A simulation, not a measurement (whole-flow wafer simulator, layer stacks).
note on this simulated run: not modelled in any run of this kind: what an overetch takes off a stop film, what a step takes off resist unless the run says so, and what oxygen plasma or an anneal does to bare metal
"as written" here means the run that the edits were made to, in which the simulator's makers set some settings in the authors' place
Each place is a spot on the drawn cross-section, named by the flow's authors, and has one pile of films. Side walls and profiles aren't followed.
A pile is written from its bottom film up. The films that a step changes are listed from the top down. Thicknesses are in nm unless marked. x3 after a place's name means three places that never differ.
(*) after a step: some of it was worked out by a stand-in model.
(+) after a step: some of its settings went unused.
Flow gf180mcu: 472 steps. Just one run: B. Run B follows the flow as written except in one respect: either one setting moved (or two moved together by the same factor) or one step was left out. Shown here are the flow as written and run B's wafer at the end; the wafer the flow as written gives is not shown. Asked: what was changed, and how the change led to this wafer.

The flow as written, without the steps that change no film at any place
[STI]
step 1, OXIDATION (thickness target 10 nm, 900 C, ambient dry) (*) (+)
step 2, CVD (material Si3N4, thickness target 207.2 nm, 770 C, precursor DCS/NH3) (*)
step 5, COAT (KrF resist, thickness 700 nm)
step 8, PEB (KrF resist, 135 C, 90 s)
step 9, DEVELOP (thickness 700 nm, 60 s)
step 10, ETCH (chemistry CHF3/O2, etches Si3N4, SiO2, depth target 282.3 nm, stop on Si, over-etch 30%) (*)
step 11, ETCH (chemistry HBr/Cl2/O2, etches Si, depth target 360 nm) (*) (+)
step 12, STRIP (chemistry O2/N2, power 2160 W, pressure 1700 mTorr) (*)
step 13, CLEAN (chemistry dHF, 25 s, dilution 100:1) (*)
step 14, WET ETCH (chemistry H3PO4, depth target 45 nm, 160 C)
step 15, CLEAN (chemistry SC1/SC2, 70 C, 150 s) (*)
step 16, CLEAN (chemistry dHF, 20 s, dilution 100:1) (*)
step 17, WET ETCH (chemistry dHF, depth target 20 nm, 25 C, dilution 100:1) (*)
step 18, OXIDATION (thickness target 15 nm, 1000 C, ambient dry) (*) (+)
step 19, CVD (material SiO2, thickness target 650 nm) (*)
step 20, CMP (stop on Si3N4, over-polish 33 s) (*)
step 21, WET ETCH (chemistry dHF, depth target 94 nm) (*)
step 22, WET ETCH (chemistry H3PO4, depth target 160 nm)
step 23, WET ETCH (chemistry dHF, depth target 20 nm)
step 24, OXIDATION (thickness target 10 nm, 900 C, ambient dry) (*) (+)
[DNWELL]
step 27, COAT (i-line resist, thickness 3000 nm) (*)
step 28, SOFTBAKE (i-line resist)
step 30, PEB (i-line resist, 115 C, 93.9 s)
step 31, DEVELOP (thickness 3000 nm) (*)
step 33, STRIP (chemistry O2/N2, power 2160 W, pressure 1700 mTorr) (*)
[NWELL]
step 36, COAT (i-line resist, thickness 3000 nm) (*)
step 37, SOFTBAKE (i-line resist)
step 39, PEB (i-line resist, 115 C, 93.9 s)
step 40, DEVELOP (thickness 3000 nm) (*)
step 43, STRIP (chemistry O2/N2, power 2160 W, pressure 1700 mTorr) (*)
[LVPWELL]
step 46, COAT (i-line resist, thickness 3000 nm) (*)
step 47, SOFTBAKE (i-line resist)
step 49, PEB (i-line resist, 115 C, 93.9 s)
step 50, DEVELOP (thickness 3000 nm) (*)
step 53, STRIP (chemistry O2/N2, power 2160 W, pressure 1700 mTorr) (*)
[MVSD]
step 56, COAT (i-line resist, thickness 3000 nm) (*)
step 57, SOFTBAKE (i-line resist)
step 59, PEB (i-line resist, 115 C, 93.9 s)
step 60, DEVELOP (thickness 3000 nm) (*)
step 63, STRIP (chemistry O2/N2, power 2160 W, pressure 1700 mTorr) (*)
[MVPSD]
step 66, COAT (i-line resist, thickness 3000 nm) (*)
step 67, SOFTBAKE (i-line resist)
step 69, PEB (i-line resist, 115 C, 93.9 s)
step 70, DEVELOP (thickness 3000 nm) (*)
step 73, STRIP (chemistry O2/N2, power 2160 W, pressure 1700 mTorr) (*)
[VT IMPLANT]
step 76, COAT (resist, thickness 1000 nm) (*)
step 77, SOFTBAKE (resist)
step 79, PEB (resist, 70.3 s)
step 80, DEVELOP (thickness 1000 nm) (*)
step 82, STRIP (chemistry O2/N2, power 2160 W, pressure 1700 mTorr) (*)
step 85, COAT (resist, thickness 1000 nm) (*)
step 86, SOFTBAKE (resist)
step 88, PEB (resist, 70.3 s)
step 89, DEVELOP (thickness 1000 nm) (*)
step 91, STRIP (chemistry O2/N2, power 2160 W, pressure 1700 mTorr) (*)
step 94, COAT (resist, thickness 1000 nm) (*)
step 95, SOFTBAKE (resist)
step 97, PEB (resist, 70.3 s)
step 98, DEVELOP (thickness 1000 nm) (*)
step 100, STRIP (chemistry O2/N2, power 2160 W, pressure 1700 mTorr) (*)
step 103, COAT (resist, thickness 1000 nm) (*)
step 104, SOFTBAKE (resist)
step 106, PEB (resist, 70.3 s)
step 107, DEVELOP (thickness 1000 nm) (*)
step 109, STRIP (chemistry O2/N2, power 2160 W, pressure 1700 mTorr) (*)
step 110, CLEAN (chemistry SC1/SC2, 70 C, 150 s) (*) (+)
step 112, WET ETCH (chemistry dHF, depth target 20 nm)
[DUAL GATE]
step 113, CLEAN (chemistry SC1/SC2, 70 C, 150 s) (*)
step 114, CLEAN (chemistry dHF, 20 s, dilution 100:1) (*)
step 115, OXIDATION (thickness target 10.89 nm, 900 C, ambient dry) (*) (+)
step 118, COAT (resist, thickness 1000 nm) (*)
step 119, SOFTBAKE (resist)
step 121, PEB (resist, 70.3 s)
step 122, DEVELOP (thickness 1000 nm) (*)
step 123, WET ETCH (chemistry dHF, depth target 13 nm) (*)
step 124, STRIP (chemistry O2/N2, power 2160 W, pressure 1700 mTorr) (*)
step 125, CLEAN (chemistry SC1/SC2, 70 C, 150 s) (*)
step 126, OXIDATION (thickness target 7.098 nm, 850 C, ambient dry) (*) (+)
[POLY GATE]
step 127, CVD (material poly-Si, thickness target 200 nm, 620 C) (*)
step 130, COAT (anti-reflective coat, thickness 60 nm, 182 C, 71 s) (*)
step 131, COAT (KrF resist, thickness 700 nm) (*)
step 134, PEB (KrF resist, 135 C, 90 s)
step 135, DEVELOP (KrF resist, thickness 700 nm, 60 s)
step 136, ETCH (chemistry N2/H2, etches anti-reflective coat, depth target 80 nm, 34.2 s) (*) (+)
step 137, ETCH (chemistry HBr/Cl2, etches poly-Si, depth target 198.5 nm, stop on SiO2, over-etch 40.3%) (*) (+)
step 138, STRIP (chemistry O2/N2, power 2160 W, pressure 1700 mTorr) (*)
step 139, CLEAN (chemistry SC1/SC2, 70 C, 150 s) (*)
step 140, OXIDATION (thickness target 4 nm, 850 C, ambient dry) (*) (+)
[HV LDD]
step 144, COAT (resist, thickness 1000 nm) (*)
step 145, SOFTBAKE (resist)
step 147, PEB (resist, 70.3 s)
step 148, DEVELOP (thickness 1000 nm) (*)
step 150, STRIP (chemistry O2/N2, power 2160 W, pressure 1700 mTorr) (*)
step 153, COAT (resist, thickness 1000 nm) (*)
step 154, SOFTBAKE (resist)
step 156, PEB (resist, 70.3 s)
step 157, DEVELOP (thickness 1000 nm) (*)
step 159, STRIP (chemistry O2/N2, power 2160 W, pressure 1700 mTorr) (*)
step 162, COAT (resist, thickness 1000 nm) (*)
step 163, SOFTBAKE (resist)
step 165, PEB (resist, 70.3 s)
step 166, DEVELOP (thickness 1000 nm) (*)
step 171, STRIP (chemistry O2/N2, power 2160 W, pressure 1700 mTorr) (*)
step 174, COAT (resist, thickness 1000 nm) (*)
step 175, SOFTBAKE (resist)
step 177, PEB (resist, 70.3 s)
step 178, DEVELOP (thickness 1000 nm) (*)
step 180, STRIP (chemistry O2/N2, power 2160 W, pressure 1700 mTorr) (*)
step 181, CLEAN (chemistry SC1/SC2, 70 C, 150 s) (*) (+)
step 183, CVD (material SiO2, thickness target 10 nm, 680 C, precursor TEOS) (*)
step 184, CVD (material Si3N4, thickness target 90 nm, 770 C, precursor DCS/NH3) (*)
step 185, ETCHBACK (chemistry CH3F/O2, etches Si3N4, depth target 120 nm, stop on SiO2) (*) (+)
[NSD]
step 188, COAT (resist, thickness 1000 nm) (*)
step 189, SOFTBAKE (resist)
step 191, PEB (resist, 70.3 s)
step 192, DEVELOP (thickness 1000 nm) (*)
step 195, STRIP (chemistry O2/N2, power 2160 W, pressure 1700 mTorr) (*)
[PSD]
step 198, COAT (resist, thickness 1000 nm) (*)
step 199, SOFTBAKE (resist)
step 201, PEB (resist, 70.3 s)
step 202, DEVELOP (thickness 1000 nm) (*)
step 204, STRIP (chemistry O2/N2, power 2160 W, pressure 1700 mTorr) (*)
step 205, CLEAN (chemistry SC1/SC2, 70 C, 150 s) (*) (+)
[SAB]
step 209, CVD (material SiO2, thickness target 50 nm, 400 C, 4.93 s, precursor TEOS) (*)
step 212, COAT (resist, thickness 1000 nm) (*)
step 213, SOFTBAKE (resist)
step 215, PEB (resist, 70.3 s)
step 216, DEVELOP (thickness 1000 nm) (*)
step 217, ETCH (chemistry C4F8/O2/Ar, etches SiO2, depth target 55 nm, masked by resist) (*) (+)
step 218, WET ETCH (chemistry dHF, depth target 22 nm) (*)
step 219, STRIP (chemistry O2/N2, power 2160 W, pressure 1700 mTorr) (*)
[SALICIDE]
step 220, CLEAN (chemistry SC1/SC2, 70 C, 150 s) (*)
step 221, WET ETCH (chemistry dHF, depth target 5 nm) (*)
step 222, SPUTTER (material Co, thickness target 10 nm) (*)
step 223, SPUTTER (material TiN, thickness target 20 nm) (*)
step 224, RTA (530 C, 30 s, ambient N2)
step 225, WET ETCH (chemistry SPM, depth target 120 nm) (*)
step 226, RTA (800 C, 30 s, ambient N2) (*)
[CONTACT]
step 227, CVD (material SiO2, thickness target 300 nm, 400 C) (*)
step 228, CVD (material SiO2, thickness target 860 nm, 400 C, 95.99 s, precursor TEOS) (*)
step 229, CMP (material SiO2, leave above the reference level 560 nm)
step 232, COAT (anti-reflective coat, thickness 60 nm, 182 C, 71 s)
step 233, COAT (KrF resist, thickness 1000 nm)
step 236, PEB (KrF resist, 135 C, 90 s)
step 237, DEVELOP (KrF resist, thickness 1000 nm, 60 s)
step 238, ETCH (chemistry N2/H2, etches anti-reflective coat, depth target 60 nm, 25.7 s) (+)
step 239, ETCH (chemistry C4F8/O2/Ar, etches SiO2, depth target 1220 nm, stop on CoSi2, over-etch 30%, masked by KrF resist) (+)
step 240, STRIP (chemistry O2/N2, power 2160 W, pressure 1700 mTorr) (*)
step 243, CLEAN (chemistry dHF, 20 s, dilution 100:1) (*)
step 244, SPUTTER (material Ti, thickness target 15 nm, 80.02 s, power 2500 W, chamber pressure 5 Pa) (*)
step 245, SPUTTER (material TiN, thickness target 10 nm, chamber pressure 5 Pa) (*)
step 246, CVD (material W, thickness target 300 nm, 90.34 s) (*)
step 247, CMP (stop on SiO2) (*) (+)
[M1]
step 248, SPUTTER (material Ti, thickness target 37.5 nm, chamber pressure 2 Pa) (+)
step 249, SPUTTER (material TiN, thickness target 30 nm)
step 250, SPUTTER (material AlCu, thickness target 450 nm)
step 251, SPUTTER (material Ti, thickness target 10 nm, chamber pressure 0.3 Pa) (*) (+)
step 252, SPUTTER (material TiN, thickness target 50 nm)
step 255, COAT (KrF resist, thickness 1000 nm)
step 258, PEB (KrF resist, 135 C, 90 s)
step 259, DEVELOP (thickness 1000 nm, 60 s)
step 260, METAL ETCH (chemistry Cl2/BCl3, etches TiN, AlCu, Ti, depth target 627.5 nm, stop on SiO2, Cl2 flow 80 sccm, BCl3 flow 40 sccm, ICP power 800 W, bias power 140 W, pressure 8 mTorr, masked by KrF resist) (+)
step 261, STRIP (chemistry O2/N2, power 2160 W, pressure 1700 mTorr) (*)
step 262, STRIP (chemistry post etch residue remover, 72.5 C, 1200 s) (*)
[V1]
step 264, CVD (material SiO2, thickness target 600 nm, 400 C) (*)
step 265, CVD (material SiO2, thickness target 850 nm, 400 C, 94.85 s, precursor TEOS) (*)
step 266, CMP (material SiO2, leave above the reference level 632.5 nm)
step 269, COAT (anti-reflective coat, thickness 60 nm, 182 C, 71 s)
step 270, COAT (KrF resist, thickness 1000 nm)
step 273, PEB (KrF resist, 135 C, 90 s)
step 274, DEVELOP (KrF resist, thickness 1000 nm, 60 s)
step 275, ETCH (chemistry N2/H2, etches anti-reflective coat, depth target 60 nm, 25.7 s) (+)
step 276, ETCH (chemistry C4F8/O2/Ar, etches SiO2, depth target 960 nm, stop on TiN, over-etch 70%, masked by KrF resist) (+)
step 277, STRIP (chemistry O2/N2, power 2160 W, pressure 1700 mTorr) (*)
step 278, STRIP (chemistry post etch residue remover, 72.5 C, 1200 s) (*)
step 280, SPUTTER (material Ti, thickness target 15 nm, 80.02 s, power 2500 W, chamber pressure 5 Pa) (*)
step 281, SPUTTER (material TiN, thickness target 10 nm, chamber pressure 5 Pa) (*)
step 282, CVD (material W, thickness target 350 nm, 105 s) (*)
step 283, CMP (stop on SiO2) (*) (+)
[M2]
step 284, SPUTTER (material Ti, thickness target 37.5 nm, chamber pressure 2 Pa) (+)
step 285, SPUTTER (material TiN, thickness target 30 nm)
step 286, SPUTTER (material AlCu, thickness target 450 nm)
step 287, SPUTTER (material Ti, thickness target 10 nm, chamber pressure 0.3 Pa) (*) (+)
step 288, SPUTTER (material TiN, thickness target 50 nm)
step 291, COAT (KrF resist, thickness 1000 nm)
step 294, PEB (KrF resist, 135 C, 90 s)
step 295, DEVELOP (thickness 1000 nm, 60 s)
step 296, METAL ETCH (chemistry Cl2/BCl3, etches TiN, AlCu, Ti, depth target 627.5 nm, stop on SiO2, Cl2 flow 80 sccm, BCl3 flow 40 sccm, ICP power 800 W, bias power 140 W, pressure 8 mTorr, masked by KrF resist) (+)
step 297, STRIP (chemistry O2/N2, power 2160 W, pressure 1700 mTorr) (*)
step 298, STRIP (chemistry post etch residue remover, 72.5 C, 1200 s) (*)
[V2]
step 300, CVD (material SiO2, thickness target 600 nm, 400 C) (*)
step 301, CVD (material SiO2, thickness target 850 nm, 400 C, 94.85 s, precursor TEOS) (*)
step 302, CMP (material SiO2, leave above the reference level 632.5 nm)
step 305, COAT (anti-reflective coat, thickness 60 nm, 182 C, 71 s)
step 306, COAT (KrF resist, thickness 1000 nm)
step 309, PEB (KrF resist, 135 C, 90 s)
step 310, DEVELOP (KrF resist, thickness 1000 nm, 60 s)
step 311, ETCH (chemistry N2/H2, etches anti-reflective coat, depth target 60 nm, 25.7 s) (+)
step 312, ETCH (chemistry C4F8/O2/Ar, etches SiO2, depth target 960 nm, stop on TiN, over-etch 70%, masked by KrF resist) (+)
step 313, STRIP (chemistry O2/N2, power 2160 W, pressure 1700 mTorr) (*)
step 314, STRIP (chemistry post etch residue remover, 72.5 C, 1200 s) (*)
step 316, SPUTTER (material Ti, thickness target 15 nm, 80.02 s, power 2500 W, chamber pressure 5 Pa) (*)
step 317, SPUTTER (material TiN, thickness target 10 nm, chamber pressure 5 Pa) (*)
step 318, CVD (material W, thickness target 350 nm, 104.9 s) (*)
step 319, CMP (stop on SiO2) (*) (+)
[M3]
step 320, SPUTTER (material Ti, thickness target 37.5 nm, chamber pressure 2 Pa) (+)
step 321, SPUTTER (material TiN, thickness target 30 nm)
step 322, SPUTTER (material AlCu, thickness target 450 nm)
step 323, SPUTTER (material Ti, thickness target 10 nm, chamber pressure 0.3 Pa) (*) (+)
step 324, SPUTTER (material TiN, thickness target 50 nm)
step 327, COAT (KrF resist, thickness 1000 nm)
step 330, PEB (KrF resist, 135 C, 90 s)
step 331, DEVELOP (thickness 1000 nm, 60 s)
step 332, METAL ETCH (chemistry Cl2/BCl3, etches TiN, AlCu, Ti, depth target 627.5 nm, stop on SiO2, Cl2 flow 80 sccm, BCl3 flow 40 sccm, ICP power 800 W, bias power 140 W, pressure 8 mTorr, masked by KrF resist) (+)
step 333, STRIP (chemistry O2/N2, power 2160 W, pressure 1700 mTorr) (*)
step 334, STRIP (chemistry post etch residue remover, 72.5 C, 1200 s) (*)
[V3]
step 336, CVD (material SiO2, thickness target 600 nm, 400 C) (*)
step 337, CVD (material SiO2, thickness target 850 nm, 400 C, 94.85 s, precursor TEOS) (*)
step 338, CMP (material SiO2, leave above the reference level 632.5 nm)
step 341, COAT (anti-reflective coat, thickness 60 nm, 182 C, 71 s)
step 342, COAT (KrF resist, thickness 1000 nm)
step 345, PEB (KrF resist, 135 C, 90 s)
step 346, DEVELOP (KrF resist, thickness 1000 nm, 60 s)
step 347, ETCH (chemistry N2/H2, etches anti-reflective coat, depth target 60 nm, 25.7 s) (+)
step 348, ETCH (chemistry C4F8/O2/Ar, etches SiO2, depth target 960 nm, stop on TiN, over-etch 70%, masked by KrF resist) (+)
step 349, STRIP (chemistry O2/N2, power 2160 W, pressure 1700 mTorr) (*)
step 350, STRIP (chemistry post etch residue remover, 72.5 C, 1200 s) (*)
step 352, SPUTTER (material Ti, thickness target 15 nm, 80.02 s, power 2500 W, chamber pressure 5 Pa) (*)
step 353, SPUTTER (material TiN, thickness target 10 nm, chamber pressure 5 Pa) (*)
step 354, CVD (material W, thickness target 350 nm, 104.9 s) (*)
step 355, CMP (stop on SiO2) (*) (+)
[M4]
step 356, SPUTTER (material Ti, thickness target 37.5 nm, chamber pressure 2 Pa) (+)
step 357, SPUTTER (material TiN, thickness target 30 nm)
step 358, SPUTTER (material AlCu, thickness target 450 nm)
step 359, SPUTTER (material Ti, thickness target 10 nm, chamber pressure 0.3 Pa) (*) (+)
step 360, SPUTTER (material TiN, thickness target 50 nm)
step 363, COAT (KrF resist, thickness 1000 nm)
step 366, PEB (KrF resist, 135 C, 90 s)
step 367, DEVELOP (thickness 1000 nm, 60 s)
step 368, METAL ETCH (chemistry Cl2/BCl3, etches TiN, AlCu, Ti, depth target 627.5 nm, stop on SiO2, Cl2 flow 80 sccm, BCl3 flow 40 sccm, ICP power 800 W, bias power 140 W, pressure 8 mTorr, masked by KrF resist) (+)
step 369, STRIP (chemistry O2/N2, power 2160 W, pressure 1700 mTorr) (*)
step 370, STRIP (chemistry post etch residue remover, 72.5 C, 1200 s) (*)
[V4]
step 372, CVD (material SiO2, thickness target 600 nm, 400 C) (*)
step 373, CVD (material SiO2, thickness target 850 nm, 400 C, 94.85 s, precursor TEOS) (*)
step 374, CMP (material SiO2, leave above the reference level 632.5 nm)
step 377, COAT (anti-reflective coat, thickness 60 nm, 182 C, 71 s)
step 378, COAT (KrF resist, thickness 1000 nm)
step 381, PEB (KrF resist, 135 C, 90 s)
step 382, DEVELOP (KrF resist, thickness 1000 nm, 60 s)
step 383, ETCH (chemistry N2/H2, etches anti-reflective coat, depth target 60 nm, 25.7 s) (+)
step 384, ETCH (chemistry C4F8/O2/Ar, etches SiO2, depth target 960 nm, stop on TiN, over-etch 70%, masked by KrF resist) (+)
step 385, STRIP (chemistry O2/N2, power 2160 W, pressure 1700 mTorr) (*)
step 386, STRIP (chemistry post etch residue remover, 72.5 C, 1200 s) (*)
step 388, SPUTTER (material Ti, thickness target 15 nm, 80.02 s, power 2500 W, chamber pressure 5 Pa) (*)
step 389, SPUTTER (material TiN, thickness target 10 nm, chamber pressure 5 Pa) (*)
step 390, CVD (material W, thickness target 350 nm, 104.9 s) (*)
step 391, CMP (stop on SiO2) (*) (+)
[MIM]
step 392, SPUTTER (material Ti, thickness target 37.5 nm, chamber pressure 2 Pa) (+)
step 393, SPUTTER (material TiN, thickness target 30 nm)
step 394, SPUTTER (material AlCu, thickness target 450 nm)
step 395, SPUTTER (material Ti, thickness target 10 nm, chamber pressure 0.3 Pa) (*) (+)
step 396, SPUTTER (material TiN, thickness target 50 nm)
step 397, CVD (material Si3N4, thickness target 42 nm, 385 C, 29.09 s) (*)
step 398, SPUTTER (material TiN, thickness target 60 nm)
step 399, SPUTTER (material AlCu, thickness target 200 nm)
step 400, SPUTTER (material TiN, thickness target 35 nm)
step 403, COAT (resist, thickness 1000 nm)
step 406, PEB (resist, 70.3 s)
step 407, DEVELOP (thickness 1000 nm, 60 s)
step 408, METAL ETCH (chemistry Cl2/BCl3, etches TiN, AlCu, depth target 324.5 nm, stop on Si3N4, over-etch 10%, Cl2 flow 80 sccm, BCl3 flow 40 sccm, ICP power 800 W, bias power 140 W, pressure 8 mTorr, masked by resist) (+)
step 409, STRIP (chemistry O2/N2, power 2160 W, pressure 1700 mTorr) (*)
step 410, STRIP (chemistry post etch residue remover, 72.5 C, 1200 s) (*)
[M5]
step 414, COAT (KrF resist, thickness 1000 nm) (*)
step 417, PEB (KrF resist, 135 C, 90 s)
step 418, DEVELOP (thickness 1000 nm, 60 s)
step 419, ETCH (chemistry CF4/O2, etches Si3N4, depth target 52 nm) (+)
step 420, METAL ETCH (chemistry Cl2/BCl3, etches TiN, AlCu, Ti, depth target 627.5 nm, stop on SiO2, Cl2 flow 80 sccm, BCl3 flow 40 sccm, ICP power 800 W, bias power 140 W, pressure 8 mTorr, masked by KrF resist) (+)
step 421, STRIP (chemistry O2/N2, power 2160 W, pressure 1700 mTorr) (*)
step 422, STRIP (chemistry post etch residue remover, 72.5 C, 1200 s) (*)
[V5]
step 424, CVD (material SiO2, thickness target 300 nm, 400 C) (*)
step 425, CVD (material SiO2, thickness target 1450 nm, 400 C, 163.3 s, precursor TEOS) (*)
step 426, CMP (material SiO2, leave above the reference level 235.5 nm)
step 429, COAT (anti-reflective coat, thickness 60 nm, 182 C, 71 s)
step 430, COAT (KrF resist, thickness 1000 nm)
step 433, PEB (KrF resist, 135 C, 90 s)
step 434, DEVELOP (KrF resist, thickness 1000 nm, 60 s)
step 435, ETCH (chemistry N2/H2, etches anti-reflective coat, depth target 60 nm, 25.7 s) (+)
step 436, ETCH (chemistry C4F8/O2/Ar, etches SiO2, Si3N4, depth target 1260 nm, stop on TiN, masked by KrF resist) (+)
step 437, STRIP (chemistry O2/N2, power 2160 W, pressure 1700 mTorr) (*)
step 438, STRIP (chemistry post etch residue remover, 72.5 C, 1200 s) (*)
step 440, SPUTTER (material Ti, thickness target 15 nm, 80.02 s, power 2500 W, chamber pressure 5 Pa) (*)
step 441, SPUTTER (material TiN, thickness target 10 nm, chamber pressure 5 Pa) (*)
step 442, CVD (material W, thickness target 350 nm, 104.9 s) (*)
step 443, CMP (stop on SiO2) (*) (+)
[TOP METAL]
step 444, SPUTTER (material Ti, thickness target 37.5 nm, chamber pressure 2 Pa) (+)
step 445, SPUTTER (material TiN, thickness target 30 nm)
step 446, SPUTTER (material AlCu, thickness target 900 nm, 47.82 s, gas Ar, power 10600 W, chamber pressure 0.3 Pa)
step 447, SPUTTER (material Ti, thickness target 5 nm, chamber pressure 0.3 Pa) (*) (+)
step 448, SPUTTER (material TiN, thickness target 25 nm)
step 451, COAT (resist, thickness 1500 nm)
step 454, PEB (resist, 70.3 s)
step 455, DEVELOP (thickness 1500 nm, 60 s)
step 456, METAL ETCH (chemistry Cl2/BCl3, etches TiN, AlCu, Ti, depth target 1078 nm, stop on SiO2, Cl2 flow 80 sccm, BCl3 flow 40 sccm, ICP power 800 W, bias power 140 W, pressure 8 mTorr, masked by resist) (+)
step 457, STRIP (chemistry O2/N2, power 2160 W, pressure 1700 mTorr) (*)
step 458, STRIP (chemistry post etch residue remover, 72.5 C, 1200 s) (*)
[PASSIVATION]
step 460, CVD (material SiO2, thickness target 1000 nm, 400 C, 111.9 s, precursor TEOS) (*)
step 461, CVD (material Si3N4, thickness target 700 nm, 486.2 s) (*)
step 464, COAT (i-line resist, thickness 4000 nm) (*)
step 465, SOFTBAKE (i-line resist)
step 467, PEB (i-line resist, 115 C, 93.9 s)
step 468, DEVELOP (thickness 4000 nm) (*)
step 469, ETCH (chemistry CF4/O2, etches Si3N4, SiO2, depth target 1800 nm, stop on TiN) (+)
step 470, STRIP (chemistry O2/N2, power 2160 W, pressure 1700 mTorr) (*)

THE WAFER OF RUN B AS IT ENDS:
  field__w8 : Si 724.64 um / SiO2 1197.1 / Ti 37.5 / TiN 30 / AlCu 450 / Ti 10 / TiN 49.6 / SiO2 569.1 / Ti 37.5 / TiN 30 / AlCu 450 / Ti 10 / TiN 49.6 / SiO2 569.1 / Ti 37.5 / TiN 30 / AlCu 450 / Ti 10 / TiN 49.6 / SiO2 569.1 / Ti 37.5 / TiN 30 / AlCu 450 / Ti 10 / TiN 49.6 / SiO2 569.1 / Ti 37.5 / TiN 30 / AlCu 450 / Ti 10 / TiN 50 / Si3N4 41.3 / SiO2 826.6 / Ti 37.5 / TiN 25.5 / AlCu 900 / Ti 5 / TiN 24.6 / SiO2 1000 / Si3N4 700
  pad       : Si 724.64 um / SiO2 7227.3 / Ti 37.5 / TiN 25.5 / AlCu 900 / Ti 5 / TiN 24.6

The reason: step 445, SPUTTER: thickness target 25.5 nm was run, though the flow has thickness target 30 nm.
The wafer itself shows it: field__w8 has TiN 25.5, and step 445 as written asks for 30 nm.

Step by step, how the change led to this:
  step 445, SPUTTER (material TiN, thickness target 30 nm)
      field, field__w1, field__w2 and 109 more: TiN gains 25.5 (new film) (as written it would have been: TiN gains 30 (new film))
  step 456, METAL ETCH (chemistry Cl2/BCl3, etches TiN, AlCu, Ti, depth target 1078 nm, stop on SiO2, Cl2 flow 80 sccm, BCl3 flow 40 sccm, ICP power 800 W, bias power 140 W, pressure 8 mTorr, masked by resist) (+)
      field, field__w1, field__w2 and 103 more: TiN loses 25 (all of it), Ti loses 5 (all of it), AlCu loses 900 (all of it), TiN loses 25.5 (all of it), Ti loses 37.5 (all of it) (as written it would have been: TiN loses 25 (all of it), Ti loses 5 (all of it), AlCu loses 900 (all of it), TiN loses 30 (all of it), Ti loses 37.5 (all of it))
